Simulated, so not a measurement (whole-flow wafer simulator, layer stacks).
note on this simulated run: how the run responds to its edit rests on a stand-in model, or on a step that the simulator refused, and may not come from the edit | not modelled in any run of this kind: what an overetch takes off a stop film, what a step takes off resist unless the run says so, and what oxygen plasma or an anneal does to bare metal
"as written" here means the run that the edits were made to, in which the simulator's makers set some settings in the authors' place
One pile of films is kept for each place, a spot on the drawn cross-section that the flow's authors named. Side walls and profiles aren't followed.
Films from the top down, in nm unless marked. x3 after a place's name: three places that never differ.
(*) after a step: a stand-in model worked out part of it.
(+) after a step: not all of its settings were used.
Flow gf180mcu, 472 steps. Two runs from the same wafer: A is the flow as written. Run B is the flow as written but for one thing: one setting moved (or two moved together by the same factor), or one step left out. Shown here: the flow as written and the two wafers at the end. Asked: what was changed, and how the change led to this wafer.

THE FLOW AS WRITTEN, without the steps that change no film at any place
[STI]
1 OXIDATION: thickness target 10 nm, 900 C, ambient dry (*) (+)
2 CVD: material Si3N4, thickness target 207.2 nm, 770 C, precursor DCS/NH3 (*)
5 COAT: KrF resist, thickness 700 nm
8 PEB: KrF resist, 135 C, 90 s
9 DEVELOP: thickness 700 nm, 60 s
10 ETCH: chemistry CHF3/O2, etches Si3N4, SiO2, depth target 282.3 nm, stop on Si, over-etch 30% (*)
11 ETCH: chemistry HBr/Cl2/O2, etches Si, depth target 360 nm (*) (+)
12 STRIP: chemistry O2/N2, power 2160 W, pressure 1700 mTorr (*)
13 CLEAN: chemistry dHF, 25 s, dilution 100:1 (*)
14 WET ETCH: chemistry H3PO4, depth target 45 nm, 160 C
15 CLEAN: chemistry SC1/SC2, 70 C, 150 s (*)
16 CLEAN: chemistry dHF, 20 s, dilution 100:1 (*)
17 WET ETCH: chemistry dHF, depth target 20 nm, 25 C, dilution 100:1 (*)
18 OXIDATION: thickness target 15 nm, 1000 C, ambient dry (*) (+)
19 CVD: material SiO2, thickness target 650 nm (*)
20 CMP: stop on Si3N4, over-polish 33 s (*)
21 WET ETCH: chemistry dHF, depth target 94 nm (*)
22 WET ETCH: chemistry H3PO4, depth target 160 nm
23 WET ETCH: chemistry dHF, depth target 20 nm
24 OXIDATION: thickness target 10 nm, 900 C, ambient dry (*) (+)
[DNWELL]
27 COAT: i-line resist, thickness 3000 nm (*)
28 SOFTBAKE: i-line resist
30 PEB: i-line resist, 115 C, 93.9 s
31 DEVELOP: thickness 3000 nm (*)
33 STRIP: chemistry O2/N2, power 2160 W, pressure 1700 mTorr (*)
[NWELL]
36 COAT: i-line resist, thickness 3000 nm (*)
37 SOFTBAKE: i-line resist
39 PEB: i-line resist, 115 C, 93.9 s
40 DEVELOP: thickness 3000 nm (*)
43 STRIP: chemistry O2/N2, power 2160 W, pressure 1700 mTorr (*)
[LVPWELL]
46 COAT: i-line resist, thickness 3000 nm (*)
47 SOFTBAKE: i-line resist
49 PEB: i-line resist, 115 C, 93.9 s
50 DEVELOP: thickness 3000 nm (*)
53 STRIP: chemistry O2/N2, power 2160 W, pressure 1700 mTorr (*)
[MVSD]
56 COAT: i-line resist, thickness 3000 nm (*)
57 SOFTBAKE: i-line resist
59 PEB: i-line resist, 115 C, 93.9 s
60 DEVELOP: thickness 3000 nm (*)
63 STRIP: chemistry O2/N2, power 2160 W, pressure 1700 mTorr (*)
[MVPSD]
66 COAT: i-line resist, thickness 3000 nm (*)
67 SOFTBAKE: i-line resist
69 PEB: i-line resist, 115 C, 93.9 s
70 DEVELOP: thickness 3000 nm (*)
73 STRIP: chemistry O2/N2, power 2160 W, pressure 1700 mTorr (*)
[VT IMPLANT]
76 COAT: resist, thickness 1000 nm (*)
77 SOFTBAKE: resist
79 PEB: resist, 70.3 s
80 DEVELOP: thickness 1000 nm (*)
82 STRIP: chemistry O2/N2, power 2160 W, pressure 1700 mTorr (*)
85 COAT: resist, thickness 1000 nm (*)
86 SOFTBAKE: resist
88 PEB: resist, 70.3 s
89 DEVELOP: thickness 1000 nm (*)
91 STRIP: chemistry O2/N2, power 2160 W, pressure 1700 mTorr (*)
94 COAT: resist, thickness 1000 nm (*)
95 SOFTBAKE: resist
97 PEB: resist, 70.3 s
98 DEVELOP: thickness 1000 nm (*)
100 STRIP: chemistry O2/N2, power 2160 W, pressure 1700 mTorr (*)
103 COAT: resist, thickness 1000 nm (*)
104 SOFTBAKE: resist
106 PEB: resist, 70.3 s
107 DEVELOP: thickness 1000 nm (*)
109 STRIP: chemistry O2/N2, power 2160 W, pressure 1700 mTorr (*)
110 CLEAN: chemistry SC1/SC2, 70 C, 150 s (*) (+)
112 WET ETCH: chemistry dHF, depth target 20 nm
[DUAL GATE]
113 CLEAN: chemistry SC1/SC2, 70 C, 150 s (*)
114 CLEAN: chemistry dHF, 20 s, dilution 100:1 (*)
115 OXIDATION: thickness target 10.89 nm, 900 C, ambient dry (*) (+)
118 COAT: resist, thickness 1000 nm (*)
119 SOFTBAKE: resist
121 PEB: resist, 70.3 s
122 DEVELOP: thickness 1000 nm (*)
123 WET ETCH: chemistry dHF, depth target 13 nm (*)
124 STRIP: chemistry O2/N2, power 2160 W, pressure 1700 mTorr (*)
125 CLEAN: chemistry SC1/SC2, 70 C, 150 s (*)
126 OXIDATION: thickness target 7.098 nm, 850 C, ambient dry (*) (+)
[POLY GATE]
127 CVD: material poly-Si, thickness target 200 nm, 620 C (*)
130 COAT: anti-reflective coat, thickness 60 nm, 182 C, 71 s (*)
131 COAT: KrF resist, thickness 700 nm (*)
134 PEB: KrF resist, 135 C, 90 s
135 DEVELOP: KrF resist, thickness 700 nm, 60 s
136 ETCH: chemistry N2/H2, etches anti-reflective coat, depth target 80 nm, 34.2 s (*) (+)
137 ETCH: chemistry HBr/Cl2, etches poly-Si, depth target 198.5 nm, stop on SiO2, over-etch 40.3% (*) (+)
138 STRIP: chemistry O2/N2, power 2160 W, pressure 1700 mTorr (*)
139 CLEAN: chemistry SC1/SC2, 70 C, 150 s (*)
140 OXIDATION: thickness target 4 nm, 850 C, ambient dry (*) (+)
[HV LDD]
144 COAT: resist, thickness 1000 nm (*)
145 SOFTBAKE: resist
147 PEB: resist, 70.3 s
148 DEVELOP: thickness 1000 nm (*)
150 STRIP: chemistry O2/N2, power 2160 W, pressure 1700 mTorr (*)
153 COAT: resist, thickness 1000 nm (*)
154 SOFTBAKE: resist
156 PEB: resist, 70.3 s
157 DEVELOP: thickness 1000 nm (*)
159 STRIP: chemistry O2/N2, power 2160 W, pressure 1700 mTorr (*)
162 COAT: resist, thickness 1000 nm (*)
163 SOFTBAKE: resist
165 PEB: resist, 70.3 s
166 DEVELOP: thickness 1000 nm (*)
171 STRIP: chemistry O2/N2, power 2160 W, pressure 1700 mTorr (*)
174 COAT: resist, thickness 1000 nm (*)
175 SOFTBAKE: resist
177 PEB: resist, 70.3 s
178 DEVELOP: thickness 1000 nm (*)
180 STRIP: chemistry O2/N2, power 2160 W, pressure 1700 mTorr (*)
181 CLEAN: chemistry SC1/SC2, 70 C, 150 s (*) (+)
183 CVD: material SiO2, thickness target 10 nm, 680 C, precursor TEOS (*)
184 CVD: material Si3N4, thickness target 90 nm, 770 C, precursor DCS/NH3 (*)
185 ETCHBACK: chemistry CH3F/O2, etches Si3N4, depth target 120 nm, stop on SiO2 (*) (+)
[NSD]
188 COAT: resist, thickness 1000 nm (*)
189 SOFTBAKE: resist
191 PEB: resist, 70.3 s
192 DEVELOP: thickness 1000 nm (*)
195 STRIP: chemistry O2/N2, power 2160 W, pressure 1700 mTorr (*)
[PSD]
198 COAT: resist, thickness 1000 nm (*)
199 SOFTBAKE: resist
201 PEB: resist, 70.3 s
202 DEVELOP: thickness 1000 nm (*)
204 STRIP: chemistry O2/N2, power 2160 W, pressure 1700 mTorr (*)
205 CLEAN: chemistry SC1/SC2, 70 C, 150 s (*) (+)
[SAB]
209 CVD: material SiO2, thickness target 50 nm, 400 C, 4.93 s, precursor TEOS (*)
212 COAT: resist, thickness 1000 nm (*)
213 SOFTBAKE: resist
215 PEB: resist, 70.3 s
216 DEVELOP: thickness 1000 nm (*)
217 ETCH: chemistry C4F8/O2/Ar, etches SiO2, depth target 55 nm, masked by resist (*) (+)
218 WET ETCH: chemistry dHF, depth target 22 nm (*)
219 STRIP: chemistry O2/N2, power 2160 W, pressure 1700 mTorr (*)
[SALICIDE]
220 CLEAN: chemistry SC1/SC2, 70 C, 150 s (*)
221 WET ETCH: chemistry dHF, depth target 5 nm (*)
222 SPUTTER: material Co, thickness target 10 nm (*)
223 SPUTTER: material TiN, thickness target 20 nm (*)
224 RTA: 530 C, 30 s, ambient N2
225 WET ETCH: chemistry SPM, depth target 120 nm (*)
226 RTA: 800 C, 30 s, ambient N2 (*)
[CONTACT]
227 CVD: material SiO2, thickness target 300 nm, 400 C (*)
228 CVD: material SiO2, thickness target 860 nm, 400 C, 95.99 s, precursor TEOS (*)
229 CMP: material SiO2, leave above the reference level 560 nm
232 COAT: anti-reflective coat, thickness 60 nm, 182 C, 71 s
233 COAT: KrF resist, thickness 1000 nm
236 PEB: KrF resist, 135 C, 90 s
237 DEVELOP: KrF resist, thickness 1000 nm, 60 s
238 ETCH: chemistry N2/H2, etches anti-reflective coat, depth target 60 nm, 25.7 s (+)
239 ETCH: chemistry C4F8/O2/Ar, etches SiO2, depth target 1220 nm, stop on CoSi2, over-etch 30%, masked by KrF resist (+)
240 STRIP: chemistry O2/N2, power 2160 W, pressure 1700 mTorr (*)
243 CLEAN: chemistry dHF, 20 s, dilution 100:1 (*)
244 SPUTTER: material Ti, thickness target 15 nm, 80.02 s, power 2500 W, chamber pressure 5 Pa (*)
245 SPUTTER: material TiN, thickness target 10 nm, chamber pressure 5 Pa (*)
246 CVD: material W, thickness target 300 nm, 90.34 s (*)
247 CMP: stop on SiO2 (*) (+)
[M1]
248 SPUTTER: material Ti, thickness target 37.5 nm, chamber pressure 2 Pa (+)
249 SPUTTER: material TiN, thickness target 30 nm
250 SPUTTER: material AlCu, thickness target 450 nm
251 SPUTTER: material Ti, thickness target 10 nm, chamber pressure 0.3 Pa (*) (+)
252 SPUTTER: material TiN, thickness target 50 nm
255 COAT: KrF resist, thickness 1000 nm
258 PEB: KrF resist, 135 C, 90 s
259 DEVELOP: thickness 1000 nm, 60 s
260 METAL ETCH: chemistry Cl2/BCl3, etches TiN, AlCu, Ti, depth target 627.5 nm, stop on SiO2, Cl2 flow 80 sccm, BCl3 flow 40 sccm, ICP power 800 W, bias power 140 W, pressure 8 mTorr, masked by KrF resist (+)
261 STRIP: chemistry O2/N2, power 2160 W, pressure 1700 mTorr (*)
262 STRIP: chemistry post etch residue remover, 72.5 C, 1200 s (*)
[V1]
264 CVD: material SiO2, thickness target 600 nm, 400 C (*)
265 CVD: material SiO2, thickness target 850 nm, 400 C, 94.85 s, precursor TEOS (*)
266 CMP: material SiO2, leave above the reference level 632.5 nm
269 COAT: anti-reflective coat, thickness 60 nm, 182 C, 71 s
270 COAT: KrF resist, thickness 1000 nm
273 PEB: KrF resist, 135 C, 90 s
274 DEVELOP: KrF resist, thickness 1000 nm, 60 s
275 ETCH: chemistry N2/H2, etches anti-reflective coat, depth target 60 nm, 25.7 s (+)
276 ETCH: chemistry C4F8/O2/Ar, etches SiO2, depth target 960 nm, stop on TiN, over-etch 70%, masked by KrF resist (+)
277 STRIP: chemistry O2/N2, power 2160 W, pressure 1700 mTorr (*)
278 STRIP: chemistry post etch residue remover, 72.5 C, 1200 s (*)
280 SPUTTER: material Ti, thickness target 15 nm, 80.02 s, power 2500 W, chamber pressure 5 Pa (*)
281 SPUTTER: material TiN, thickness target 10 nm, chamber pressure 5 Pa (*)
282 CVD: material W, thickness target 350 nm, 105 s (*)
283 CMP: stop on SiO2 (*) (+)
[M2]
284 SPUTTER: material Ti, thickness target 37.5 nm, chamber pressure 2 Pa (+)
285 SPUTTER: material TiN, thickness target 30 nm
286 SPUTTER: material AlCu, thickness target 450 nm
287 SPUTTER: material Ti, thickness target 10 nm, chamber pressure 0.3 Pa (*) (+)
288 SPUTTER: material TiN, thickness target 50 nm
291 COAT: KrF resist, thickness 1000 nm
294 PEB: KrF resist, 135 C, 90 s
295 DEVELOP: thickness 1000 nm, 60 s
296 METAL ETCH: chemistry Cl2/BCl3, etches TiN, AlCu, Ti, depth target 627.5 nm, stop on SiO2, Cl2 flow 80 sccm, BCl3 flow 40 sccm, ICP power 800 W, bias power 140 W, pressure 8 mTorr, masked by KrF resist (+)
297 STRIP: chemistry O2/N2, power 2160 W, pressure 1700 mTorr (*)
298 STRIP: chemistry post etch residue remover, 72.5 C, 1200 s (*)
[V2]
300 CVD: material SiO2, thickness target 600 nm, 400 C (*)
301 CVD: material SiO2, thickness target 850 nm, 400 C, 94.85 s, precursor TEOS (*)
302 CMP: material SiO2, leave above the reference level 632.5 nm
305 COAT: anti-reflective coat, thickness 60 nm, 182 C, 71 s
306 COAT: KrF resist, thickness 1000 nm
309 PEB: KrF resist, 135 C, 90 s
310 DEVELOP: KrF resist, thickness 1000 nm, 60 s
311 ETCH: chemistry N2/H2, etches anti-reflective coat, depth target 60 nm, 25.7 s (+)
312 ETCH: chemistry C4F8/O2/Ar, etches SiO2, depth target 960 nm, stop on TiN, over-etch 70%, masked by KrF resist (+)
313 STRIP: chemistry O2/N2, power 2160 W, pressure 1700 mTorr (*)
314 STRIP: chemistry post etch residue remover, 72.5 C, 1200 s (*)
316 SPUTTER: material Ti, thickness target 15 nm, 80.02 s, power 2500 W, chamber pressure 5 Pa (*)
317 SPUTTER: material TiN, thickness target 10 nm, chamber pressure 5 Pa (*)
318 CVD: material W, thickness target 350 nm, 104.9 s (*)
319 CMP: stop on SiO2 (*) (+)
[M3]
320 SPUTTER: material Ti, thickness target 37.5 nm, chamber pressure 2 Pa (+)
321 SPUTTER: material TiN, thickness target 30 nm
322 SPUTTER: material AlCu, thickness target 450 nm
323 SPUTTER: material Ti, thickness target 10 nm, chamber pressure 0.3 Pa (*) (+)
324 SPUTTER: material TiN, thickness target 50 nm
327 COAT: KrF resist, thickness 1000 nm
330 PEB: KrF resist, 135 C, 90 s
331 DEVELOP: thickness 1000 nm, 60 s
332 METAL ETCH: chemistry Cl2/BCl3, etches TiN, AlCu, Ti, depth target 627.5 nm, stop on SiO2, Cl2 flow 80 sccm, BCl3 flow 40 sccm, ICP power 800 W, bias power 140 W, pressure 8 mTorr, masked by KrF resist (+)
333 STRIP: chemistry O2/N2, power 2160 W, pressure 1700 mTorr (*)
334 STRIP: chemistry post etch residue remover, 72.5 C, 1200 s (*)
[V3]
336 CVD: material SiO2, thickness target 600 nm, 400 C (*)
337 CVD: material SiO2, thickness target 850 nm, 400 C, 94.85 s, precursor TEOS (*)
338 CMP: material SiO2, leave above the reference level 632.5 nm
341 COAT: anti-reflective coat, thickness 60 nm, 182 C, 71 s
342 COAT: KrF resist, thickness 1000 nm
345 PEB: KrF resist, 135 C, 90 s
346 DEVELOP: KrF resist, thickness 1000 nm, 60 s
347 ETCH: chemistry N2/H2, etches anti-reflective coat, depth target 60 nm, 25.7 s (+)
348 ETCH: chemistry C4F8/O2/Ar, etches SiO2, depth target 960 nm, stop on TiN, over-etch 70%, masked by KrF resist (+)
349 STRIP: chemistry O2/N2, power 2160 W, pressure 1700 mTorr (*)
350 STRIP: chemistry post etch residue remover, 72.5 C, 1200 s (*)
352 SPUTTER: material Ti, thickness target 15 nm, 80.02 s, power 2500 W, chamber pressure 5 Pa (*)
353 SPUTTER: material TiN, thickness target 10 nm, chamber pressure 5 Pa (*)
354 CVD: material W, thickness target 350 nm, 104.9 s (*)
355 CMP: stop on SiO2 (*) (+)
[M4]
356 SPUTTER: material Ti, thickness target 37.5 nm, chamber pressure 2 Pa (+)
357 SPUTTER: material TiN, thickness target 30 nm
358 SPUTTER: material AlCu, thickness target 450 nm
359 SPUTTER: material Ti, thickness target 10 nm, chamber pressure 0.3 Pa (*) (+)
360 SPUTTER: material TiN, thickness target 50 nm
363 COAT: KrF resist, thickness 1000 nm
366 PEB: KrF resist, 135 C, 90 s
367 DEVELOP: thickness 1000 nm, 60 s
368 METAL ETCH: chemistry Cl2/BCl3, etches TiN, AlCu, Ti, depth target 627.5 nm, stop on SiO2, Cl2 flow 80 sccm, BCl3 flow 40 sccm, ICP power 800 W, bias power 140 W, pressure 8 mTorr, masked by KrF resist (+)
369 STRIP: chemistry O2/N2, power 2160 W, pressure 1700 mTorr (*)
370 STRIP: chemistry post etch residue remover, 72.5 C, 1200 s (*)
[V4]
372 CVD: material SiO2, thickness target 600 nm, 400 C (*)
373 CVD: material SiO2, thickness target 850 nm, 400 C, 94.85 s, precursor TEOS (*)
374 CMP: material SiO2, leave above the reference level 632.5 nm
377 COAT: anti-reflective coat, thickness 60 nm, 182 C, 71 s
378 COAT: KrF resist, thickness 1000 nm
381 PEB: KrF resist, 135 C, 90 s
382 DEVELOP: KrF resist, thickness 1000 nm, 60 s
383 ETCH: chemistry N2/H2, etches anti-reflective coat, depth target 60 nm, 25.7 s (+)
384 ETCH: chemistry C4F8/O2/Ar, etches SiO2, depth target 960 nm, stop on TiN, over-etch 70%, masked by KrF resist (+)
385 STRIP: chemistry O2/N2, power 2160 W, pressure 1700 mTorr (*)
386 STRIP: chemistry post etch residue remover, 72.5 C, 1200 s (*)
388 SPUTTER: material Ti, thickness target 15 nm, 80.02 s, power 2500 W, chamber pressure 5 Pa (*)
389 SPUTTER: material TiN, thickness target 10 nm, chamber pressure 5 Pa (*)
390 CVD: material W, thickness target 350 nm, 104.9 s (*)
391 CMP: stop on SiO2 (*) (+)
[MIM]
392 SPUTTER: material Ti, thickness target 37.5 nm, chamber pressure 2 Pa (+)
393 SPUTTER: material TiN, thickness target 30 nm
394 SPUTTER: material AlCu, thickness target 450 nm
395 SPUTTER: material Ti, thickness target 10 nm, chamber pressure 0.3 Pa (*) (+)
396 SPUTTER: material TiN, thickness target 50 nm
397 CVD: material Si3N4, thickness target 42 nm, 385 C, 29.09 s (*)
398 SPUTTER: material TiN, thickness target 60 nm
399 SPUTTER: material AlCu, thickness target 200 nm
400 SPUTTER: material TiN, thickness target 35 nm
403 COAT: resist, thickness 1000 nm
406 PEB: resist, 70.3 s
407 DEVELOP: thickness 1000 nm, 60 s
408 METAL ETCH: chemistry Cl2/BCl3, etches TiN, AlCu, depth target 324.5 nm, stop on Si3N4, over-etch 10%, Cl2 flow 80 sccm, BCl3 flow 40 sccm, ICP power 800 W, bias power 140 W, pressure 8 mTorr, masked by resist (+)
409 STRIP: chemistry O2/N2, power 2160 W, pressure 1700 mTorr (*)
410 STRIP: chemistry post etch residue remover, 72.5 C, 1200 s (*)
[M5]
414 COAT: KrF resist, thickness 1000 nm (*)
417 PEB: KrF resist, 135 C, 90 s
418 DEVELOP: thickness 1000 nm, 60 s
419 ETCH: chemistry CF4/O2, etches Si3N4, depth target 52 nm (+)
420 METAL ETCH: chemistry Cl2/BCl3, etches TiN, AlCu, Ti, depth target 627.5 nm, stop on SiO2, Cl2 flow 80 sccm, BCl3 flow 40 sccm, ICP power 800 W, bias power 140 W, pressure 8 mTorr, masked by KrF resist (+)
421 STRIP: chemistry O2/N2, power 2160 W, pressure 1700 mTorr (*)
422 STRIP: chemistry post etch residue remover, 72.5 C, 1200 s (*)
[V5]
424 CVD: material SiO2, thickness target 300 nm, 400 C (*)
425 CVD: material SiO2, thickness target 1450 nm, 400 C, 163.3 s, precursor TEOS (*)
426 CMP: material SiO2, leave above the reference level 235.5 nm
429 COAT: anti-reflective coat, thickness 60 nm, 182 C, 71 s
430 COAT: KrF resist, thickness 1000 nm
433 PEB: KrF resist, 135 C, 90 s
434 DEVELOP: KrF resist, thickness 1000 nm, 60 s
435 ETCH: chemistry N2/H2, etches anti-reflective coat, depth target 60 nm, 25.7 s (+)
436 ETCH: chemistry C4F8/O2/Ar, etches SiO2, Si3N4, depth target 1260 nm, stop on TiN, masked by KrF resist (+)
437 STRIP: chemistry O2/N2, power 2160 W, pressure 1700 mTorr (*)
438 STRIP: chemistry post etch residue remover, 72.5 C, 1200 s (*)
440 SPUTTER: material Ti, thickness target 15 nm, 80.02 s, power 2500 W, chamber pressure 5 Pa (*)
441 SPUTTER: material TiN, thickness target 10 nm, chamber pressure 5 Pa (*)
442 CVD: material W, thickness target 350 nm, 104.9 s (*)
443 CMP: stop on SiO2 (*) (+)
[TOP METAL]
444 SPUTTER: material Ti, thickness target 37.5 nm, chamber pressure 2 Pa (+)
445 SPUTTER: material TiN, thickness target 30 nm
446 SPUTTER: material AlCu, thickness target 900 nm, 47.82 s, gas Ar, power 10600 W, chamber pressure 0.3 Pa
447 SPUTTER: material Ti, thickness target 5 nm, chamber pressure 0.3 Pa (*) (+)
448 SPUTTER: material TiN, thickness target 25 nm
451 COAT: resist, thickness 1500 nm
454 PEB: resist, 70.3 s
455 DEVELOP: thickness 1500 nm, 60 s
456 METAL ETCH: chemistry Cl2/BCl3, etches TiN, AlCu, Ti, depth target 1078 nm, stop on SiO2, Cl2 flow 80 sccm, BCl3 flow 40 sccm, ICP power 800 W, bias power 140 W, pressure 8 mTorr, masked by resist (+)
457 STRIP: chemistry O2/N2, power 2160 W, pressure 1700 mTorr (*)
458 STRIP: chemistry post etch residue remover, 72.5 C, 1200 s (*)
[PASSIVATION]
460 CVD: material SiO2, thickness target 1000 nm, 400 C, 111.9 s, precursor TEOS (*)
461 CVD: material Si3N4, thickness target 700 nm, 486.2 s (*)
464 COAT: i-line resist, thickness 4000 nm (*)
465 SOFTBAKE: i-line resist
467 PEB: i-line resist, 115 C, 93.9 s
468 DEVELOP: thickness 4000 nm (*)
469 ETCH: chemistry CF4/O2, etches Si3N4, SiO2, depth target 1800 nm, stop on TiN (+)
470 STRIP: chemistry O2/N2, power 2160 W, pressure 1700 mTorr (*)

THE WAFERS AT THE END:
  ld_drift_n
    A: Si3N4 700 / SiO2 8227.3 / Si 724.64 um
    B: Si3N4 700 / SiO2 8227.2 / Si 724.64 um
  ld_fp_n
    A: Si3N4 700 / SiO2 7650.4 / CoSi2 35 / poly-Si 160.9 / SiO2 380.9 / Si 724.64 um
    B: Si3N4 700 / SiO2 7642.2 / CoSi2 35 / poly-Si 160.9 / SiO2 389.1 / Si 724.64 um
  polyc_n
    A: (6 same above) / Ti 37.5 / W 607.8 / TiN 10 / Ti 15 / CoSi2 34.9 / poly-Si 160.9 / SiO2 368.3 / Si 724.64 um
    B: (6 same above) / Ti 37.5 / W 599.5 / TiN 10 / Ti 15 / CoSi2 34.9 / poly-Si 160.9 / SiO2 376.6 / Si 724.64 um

The cause: step 112, WET ETCH: depth target 12.5 nm was run, where the flow has depth target 20 nm.

How the change led to this, step by step:
  112 WET ETCH: chemistry dHF, depth target 20 nm
      field, field__w2, field__w3 and 43 more: A SiO2 -22 | B SiO2 -13.8
  130 COAT: anti-reflective coat, thickness 60 nm, 182 C, 71 s (*)
      p_well, spacer, sd_n: A anti-reflective coat +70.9 (new film) | B anti-reflective coat +78.8 (new film)
      ldn_acc, ldp_acc: A anti-reflective coat +66.9 (new film) | B anti-reflective coat +70.1 (new film)
      (and at 66 more places)
  136 ETCH: chemistry N2/H2, etches anti-reflective coat, depth target 80 nm, 34.2 s (*) (+)
      p_well, spacer, sd_n: A anti-reflective coat -70.9 (all of it), poly-Si -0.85 | B anti-reflective coat -78.8 (all of it), poly-Si -0.65
      field: A anti-reflective coat -61.5 (all of it), poly-Si -1.09 | B anti-reflective coat -58.9 (all of it), poly-Si -1.16
      (and at 47 more places)
  138 STRIP: chemistry O2/N2, power 2160 W, pressure 1700 mTorr (*)
      gate: A chemical SiO2 +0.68 (new film), KrF resist -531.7 (all of it), anti-reflective coat -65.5 (all of it), poly-Si -0.3 | B chemical SiO2 +0.68 (new film), KrF resist -532 (all of it), anti-reflective coat -69.1 (all of it), poly-Si -0.3
      gate_hv: A chemical SiO2 +0.68 (new film), KrF resist -528.4 (all of it), anti-reflective coat -61 (all of it), poly-Si -0.3 | B chemical SiO2 +0.68 (new film), KrF resist -530 (all of it), anti-reflective coat -62.3 (all of it), poly-Si -0.3
      (and at 18 more places)
  189 SOFTBAKE: resist
      active_hv: A resist +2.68 | B resist -0.44
      active_nat: A resist +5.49 | B resist +9.29
  199 SOFTBAKE: resist
      active_hv: A resist +2.68 | B resist -0.44
      active_nat: A resist +5.49 | B resist +9.29
  218 WET ETCH: chemistry dHF, depth target 22 nm (*)
      active: A SiO2 -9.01 (all of it) | B SiO2 -8.06 (all of it)
  223 SPUTTER: material TiN, thickness target 20 nm (*)
      ld_sd_n: A TiN +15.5 (new film) | B TiN +16.1 (new film)
  225 WET ETCH: chemistry SPM, depth target 120 nm (*)
      ld_sd_n: A TiN -15.5 (all of it) | B TiN -16.1 (all of it)
  226 RTA: 800 C, 30 s, ambient N2 (*)
      ld_sd_n: A CoSi2 +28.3 (new film), CoSi -16.1 (all of it), Si -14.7 | B CoSi2 +27.7 (new film), CoSi -15.8 (all of it), Si -14.4
  229 CMP: material SiO2, leave above the reference level 560 nm
      ldn_sep__w1, ldn_sep__w2, ldn_dft and 8 more: A SiO2 -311 | B SiO2 -319.2
      sti, mim_1p0, pad, dice_street, iso_nw_fld, iso_fld_sub: A SiO2 -296.8 | B SiO2 -305.1
      (and at 40 more places)
